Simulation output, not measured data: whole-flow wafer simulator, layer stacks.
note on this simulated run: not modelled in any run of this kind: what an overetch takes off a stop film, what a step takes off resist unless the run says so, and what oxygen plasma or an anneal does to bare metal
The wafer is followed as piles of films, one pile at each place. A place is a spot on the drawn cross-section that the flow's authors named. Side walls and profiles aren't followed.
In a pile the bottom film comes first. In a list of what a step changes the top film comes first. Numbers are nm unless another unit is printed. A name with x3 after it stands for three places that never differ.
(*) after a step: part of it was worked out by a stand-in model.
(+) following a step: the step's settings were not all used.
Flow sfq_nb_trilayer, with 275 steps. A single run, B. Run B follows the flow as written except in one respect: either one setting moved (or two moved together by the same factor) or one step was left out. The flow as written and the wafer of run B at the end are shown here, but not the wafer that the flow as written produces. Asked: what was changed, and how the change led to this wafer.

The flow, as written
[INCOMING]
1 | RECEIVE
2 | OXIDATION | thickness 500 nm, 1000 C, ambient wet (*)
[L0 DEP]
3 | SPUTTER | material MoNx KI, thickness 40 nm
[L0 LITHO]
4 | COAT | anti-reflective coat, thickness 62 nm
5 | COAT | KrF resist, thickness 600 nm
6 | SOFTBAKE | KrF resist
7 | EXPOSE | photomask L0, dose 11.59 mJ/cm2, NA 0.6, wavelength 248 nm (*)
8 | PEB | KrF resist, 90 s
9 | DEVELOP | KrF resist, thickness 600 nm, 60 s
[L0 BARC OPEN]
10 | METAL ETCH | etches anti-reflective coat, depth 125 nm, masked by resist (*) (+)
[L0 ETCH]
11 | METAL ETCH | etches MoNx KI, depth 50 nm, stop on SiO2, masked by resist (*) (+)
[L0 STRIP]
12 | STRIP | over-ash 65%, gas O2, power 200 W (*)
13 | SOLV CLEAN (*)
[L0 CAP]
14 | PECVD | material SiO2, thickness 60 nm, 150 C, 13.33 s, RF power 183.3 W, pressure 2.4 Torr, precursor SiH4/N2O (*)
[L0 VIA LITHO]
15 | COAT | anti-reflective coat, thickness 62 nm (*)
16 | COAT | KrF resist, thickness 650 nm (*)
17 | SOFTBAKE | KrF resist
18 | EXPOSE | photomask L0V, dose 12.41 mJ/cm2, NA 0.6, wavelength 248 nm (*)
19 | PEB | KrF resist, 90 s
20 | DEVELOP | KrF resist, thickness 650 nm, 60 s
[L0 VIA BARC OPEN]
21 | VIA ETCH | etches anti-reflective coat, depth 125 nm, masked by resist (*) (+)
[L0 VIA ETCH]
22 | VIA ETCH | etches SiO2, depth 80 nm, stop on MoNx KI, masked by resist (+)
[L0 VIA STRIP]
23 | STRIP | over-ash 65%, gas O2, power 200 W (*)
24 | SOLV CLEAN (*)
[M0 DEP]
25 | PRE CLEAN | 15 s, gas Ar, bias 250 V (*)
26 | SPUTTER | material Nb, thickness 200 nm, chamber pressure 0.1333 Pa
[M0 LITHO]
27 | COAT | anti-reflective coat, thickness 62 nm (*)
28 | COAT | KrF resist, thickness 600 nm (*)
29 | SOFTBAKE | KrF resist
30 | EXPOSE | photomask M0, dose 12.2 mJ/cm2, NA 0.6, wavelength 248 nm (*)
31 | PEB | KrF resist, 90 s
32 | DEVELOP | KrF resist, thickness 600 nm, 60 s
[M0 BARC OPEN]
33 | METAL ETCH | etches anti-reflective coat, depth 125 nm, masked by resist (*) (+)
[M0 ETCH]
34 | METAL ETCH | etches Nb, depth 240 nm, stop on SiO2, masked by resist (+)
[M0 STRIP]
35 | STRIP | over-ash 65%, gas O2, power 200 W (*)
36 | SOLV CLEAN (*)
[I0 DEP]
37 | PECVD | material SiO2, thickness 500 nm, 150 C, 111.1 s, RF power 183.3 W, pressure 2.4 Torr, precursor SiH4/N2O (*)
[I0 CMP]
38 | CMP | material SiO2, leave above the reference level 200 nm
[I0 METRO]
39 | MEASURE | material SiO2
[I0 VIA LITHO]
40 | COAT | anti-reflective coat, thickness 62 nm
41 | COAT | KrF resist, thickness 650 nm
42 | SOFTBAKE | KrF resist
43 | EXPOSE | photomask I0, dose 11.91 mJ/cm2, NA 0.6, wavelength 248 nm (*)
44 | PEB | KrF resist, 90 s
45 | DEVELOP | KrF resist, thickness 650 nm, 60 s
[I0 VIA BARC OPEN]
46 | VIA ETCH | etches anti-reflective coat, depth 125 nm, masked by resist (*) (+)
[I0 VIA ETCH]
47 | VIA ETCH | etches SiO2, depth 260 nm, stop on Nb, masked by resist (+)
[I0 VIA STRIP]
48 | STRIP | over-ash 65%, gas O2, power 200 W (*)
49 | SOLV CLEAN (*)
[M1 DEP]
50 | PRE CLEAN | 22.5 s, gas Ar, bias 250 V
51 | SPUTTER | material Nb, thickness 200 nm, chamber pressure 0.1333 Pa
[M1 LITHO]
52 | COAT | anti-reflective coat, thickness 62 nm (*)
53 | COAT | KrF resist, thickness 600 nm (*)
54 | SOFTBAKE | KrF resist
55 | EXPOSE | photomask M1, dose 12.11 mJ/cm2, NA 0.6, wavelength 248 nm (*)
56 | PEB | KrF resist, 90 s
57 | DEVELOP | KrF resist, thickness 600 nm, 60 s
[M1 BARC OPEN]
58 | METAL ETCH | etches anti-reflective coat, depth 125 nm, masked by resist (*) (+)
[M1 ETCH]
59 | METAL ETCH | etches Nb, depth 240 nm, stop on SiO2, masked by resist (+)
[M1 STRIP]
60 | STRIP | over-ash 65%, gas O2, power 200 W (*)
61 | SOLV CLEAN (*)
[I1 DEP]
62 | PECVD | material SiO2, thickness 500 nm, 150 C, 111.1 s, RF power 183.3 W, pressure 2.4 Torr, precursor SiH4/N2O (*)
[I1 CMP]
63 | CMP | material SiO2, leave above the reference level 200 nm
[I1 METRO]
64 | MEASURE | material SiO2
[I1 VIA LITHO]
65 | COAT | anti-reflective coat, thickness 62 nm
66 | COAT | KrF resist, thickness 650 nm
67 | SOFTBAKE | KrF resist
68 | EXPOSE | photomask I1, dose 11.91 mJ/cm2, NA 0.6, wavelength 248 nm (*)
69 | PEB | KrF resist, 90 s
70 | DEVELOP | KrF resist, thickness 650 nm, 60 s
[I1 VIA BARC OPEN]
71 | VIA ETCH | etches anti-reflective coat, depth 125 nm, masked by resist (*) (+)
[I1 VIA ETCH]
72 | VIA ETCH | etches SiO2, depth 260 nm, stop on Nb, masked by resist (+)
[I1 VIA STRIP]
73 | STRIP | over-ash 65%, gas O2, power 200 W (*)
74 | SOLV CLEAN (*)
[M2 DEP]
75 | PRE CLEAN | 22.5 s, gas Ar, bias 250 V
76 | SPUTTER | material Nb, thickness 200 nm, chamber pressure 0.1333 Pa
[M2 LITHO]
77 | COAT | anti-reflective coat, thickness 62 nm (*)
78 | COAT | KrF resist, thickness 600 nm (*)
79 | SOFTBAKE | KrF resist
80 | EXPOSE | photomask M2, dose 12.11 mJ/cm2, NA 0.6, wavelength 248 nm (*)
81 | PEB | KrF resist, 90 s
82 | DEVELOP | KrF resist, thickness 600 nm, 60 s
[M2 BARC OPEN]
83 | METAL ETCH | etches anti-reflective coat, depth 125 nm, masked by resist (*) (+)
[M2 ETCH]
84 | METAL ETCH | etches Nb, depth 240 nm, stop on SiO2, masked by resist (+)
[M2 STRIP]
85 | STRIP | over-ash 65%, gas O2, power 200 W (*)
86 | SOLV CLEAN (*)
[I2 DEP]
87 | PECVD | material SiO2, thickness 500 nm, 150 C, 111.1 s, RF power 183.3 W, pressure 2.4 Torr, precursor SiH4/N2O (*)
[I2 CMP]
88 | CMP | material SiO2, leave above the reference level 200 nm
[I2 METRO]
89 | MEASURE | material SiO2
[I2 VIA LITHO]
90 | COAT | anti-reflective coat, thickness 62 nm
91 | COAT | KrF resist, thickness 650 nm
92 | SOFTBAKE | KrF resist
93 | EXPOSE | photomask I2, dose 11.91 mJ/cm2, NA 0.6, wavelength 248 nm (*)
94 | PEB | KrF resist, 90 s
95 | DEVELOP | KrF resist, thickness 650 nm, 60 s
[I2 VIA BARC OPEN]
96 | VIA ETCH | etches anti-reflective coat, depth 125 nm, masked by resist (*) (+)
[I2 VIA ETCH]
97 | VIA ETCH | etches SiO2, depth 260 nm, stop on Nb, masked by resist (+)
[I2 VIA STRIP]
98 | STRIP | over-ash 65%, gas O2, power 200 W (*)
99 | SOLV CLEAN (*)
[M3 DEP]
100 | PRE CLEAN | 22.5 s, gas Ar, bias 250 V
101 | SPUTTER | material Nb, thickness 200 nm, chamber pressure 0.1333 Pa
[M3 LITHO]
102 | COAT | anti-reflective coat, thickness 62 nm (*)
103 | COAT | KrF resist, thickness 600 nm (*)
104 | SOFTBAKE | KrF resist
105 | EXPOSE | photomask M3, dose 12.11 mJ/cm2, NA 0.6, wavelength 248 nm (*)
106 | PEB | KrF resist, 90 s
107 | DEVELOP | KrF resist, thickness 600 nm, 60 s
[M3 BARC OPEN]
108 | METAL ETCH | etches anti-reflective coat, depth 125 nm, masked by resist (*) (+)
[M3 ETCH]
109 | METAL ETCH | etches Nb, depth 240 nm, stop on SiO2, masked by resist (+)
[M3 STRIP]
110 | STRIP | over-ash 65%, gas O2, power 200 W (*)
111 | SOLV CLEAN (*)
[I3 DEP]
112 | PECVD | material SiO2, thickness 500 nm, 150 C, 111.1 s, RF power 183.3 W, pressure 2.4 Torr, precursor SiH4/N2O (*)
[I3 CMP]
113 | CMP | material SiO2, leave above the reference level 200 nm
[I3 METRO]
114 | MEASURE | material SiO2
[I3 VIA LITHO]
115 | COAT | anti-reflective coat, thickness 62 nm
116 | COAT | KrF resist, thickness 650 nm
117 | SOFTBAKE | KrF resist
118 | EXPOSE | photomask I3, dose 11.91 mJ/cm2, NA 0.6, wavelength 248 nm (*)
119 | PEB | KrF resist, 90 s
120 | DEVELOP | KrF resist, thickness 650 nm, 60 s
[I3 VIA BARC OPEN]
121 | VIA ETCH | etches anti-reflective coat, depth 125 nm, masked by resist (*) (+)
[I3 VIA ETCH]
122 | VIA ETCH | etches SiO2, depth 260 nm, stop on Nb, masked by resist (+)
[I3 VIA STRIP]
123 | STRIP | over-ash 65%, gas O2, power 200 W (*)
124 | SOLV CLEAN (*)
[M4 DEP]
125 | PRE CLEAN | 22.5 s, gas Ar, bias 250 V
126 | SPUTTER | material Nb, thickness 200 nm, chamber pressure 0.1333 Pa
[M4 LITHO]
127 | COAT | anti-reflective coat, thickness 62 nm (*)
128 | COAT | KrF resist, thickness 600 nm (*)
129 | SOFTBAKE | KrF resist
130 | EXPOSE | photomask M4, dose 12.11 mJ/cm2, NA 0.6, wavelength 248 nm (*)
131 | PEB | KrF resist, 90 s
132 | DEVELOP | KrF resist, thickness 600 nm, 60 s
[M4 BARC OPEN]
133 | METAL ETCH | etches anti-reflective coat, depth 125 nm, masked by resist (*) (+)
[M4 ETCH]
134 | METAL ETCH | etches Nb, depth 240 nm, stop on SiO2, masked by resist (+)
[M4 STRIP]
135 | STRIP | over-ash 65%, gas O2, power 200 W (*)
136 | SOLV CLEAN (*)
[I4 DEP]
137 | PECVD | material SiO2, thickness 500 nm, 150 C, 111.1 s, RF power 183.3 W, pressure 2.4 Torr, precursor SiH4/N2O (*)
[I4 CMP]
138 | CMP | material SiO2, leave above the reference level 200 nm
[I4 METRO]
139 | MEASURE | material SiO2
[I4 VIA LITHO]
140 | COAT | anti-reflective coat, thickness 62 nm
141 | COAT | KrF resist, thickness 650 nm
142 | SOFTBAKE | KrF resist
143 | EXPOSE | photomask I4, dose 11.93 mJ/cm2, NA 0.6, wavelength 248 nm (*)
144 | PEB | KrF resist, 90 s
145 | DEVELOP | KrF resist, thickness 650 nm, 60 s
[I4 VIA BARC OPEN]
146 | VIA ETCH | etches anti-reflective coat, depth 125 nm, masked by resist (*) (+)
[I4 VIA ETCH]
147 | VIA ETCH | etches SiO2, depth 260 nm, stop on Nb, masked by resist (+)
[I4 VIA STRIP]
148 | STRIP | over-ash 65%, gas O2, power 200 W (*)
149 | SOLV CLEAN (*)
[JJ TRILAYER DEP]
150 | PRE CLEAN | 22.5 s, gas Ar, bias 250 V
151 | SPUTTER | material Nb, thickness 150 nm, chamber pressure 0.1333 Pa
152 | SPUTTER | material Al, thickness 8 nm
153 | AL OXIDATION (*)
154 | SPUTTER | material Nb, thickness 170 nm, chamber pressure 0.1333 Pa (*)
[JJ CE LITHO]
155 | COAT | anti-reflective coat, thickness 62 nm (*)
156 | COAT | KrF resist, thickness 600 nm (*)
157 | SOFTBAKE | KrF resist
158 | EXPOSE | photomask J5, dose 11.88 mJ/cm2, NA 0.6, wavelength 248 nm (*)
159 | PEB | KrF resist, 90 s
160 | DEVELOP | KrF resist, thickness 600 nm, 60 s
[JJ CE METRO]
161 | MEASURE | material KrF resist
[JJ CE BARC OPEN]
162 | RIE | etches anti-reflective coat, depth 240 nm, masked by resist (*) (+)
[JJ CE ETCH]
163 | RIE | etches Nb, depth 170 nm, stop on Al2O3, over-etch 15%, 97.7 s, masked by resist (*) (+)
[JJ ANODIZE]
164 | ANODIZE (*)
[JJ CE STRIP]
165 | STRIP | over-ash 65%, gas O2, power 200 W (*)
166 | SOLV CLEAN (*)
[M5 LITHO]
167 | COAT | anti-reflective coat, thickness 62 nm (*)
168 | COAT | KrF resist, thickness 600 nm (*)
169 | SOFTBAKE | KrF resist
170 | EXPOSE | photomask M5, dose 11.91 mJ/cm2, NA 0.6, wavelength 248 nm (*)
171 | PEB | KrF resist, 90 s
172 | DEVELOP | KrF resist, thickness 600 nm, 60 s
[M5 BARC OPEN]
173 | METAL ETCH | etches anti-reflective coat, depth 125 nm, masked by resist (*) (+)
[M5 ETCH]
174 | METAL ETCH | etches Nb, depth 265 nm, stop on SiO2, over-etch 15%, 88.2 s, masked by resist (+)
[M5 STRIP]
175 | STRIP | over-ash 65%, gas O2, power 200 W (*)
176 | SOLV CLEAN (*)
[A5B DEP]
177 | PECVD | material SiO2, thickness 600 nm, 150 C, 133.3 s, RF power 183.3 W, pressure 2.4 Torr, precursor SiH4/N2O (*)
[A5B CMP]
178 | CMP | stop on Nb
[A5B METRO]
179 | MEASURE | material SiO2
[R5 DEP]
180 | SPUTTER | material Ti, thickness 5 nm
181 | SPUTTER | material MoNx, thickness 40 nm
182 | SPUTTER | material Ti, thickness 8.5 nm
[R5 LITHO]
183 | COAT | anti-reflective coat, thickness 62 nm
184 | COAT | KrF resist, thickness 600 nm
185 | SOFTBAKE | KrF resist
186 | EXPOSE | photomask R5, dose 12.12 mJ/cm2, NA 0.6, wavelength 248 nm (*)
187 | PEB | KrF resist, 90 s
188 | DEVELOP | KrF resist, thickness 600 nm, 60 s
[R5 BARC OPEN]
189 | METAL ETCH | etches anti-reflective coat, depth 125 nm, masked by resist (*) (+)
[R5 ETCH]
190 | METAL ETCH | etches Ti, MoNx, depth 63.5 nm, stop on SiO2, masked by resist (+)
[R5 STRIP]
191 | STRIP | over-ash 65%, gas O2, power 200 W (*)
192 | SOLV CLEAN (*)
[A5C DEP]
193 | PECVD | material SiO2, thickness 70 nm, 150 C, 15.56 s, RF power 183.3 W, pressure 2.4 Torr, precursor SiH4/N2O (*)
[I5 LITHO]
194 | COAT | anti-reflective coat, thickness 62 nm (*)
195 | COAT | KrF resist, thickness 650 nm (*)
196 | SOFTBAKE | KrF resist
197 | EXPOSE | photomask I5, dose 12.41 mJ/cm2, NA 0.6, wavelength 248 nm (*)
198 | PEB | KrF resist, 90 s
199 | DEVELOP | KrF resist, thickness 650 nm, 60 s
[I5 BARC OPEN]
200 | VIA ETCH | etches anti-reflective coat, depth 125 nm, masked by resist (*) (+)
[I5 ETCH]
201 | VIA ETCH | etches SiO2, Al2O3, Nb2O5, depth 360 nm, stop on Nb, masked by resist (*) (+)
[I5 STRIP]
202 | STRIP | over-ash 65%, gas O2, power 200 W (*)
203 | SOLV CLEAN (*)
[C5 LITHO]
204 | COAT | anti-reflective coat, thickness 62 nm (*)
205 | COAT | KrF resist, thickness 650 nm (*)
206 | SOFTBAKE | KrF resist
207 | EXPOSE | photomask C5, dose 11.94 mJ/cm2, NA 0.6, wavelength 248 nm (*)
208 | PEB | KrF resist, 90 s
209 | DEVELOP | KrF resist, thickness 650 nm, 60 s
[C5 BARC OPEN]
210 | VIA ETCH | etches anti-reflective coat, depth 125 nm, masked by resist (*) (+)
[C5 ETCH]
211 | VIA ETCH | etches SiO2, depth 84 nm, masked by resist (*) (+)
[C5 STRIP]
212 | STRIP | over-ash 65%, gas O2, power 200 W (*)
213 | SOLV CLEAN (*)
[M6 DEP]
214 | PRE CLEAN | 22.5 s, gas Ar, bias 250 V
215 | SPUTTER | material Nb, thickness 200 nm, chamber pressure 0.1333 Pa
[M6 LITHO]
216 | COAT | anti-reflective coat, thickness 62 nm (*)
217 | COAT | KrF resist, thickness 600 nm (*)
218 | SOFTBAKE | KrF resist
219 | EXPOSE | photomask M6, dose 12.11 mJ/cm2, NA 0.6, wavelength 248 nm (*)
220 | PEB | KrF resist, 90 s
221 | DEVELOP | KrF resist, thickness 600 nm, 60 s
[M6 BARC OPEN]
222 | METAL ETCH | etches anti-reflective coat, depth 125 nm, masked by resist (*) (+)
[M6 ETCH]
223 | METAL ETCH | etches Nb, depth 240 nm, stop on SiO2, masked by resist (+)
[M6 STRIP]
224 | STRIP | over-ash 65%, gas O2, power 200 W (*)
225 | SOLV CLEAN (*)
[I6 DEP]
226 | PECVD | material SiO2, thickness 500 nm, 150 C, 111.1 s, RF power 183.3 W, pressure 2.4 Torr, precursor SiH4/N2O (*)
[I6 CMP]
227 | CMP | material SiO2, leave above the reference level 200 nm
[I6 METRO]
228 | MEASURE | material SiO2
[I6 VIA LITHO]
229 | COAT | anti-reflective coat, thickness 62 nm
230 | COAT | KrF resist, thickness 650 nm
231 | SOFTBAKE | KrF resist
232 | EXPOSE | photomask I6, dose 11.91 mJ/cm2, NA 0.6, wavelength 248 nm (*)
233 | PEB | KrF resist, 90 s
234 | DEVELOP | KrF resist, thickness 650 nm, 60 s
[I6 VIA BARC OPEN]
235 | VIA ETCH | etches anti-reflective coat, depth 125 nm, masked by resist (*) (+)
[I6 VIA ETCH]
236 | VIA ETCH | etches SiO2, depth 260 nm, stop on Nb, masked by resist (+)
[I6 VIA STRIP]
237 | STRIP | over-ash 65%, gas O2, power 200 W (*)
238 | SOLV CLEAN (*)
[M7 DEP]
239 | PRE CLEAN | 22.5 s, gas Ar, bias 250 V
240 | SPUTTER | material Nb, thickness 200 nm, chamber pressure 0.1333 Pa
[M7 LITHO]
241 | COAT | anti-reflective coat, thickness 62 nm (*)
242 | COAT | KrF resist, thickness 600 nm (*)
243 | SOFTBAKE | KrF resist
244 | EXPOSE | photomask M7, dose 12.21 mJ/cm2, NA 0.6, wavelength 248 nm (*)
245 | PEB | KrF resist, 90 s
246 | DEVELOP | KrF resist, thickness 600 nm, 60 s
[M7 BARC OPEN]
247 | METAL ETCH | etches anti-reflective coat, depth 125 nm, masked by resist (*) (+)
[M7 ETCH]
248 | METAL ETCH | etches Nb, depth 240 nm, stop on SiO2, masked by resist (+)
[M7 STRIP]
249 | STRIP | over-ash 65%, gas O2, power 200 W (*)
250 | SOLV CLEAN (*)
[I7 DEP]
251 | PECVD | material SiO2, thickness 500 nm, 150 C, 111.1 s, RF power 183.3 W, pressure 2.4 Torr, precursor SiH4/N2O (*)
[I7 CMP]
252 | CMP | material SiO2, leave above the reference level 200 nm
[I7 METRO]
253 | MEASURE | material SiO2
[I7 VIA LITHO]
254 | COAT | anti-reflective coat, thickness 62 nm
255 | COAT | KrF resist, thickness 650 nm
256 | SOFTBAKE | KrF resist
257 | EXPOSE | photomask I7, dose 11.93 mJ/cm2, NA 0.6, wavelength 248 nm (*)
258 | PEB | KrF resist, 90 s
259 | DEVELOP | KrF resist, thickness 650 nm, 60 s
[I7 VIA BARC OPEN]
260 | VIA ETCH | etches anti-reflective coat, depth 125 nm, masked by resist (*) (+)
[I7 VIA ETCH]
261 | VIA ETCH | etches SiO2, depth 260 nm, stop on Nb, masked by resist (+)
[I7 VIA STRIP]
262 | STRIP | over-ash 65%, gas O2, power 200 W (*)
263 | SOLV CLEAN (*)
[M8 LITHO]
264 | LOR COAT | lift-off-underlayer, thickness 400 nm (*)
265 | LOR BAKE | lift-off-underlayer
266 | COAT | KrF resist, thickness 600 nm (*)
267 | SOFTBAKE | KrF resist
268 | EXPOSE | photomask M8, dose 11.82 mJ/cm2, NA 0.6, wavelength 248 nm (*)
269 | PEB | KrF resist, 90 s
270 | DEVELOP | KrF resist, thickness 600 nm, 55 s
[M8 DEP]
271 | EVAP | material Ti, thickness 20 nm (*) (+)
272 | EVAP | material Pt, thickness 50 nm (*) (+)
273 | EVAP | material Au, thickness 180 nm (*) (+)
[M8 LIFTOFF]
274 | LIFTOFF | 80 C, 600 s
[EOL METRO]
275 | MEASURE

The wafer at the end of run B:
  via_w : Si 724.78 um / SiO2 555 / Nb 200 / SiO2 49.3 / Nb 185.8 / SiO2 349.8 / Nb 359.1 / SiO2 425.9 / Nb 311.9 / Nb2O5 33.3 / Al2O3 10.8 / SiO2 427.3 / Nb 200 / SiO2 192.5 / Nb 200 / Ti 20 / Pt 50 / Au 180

The reason: step 47, VIA ETCH: depth 143 nm was run, while the flow as written has depth 260 nm.

How this came from the change, step by step:
  47 | VIA ETCH | etches SiO2, depth 260 nm, stop on Nb, masked by resist (+)
      via_w: SiO2 loses 143 (in the flow as written it would be: SiO2 loses 199.8 (all of it))
      field_l, v_sur, via_wl and 102 more: KrF resist loses 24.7 (in the flow as written it would be: KrF resist loses 44.8)
  48 | STRIP | over-ash 65%, gas O2, power 200 W (*)
      field_l, v_sur, via_wl and 102 more: KrF resist loses 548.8 (all of it), anti-reflective coat loses 62 (all of it) (in the flow as written it would be: KrF resist loses 528.6 (all of it), anti-reflective coat loses 62 (all of it))
  50 | PRE CLEAN | 22.5 s, gas Ar, bias 250 V
      via_w: SiO2 loses 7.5 (in the flow as written it would be: Nb loses 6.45)
  51 | SPUTTER | material Nb, thickness 200 nm, chamber pressure 0.1333 Pa
      via_w: Nb gains 185.8 (new film) (in the flow as written it would be: Nb gains 174.5)
  52 | COAT | anti-reflective coat, thickness 62 nm (*)
      via_wl: anti-reflective coat gains 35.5 (new film) (in the flow as written it would be: anti-reflective coat gains 33.8 (new film))
      via_w: anti-reflective coat gains 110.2 (new film) (in the flow as written it would be: anti-reflective coat gains 123.1 (new film))
  53 | COAT | KrF resist, thickness 600 nm (*)
      via_w: KrF resist gains 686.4 (new film) (in the flow as written it would be: KrF resist gains 731.8 (new film))
  60 | STRIP | over-ash 65%, gas O2, power 200 W (*)
      via_wl: KrF resist loses 390.6 (all of it), anti-reflective coat loses 35.5 (all of it) (in the flow as written it would be: KrF resist loses 385.5 (all of it), anti-reflective coat loses 33.8 (all of it))
      via_w: KrF resist loses 468.6 (all of it), anti-reflective coat loses 110.2 (all of it) (in the flow as written it would be: KrF resist loses 513.8 (all of it), anti-reflective coat loses 123.1 (all of it))
  62 | PECVD | material SiO2, thickness 500 nm, 150 C, 111.1 s, RF power 183.3 W, pressure 2.4 Torr, precursor SiH4/N2O (*)
      via_w: SiO2 gains 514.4 (new film) (in the flow as written it would be: SiO2 gains 606 (new film))
  63 | CMP | material SiO2, leave above the reference level 200 nm
      via_w: SiO2 loses 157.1 (in the flow as written it would be: SiO2 loses 181.6)
With metal films that touch counted as one body, via_w has 6 bodies (between them, from the top down: SiO2 192.5; SiO2 427.3 / Al2O3 10.8 / Nb2O5 33.3; SiO2 425.9; SiO2 349.8; SiO2 49.3); the flow as written gives 5 bodies (between them, from the top down: SiO2 192.5; SiO2 427.3 / Al2O3 10.8 / Nb2O5 33.3; SiO2 425.9; SiO2 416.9).
